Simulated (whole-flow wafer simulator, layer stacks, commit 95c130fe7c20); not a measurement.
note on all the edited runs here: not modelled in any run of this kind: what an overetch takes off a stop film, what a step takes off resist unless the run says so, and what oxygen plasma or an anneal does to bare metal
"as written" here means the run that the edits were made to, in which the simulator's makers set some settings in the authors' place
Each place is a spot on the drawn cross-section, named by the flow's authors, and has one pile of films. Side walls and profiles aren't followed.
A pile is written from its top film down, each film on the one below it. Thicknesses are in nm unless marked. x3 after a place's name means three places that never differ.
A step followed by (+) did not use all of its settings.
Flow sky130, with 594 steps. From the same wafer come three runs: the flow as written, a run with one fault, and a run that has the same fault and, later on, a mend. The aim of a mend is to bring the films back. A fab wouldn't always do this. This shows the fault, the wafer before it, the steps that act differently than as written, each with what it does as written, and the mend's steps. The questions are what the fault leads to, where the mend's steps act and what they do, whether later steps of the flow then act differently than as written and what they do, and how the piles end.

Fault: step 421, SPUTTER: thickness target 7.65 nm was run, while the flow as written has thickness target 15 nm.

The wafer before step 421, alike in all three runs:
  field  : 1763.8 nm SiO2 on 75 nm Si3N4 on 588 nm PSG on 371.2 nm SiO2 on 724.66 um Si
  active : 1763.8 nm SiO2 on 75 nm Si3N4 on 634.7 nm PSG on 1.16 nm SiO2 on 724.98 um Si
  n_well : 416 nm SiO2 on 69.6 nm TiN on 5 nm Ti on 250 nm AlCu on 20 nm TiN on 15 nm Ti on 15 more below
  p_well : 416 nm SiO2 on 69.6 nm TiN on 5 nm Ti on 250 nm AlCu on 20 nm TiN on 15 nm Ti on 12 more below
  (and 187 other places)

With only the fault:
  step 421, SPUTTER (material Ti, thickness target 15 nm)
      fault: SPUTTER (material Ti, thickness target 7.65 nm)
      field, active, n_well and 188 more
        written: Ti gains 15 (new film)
        fault: Ti gains 7.65 (new film)
  Steps later in the flow that act otherwise than as written (not shown: 16 more steps that differ only slightly, by at most 2% or 0.5 nm, whichever is larger):
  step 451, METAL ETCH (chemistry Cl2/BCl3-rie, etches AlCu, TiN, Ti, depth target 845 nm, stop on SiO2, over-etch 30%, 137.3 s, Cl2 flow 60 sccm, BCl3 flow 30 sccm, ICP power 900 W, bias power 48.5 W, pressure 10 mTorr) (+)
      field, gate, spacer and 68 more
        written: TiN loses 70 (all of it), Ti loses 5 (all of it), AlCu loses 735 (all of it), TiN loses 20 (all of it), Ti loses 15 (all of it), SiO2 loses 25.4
        fault: TiN loses 70 (all of it), Ti loses 5 (all of it), AlCu loses 735 (all of it), TiN loses 20 (all of it), Ti loses 7.65 (all of it), SiO2 loses 26.1
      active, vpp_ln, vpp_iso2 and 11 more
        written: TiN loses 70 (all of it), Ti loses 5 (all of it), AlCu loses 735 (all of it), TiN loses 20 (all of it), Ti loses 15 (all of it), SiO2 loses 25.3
        fault: TiN loses 70 (all of it), Ti loses 5 (all of it), AlCu loses 735 (all of it), TiN loses 20 (all of it), Ti loses 7.65 (all of it), SiO2 loses 26.1
  At n_well, p_well, gate_hv and 104 more, the piles at the end differ from the flow's by more than 2% or 0.5 nm, whichever is larger.
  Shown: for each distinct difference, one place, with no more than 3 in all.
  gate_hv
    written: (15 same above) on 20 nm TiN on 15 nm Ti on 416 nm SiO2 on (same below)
    fault: (15 same above) on 20 nm TiN on 7.65 nm Ti on 416 nm SiO2 on (same below)
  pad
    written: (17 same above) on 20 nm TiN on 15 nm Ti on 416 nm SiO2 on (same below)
    fault: (17 same above) on 20 nm TiN on 7.65 nm Ti on 416 nm SiO2 on (same below)
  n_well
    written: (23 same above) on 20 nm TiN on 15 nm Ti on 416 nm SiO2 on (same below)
    fault: (23 same above) on 20 nm TiN on 7.65 nm Ti on 416 nm SiO2 on (same below)

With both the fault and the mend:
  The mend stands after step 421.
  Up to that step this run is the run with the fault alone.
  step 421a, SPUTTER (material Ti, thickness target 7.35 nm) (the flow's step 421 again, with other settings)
      field, active, n_well and 188 more
        Ti gains 7.35
  None of the later steps of the flow acts differently than as written at any place that is followed.
  At every place that both follow, the piles at the end match the flow's.
